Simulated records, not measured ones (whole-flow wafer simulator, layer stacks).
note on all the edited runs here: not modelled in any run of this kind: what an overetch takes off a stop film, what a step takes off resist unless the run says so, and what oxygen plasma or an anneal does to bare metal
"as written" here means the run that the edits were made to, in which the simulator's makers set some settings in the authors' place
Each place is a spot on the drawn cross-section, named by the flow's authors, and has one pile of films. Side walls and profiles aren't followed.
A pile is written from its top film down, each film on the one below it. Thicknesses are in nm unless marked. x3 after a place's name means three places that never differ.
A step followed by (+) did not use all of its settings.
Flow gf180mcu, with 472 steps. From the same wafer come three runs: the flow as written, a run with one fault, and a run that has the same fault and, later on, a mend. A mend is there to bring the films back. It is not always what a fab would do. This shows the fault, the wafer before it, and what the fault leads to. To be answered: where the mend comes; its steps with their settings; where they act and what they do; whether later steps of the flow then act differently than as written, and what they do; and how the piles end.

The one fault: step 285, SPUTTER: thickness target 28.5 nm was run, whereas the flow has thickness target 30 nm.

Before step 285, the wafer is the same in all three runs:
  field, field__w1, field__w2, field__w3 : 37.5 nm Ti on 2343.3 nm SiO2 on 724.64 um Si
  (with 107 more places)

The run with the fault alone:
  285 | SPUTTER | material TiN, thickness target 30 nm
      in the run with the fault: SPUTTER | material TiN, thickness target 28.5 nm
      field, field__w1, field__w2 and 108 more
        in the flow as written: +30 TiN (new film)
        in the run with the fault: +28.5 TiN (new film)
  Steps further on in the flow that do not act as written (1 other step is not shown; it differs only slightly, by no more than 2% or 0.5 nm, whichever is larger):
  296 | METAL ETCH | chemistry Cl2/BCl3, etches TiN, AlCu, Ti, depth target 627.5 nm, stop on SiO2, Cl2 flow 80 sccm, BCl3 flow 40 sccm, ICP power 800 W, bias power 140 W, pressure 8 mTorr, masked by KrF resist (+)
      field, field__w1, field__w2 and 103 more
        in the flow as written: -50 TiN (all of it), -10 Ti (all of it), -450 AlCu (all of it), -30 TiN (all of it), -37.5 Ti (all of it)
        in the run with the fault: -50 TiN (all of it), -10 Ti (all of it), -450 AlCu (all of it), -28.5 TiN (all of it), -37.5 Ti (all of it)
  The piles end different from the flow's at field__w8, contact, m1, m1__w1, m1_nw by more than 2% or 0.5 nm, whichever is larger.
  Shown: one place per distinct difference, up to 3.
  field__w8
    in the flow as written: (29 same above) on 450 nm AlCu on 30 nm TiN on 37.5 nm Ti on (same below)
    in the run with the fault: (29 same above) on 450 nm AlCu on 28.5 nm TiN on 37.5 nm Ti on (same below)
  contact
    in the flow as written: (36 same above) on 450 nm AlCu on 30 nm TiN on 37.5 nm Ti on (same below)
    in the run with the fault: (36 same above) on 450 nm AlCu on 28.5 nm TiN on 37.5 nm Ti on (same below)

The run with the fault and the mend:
  The mend follows step 285.
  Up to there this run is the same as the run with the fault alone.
  285a | SPUTTER | material TiN, thickness target 1.5 nm (the flow's step 285 again, with other settings)
      field, field__w1, field__w2 and 108 more
        +1.5 TiN
  Every later step of the flow that is run acts as written at every place that is followed.
  By the end, the piles equal the flow's at every place that both follow.
